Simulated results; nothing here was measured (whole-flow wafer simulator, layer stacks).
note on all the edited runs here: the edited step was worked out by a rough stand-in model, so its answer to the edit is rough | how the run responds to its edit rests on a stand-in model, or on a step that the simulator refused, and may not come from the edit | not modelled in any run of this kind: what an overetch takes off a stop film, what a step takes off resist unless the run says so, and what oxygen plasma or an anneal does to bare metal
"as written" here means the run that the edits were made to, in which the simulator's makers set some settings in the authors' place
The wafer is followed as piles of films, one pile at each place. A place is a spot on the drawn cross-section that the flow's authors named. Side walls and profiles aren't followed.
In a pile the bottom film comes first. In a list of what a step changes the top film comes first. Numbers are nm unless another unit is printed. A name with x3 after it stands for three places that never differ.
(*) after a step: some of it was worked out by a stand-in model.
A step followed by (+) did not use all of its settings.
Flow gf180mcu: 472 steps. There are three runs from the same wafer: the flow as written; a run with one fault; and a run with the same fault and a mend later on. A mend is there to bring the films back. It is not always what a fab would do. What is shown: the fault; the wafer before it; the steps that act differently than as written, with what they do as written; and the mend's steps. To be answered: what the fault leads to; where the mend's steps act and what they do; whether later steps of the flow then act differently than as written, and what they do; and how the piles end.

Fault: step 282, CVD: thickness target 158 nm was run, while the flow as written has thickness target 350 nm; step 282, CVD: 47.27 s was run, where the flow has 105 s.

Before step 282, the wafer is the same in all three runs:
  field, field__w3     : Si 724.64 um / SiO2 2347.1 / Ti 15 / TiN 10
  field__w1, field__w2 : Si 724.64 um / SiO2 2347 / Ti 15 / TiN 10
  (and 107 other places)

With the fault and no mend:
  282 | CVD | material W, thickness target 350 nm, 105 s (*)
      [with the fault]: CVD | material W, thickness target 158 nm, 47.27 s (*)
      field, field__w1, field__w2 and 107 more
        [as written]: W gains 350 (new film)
        [with the fault]: W gains 158.9 (new film)
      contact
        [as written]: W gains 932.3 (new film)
        [with the fault]: W gains 741.2 (new film)
  Steps later in the flow that act otherwise than as written:
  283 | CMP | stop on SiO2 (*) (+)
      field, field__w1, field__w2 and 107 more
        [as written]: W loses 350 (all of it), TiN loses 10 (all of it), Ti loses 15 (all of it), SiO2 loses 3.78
        [with the fault]: W loses 158.9 (all of it), TiN loses 10 (all of it), Ti loses 15 (all of it), SiO2 loses 1.86
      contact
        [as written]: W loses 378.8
        [with the fault]: W loses 185.7
  When the end is reached, the piles differ only a little from the flow's at the places that both follow, at most by 2% or 0.5 nm, whichever is larger.

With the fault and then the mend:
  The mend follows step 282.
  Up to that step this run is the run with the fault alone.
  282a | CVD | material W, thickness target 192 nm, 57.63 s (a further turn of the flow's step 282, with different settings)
      field, field__w1, field__w2 and 108 more
        W gains 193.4
  Every later step of the flow that is run acts as written, at every place that is followed, to within 2% or 0.5 nm, whichever is larger.
  When the end is reached, the piles differ only a little from the flow's at the places that both follow, at most by 2% or 0.5 nm, whichever is larger.
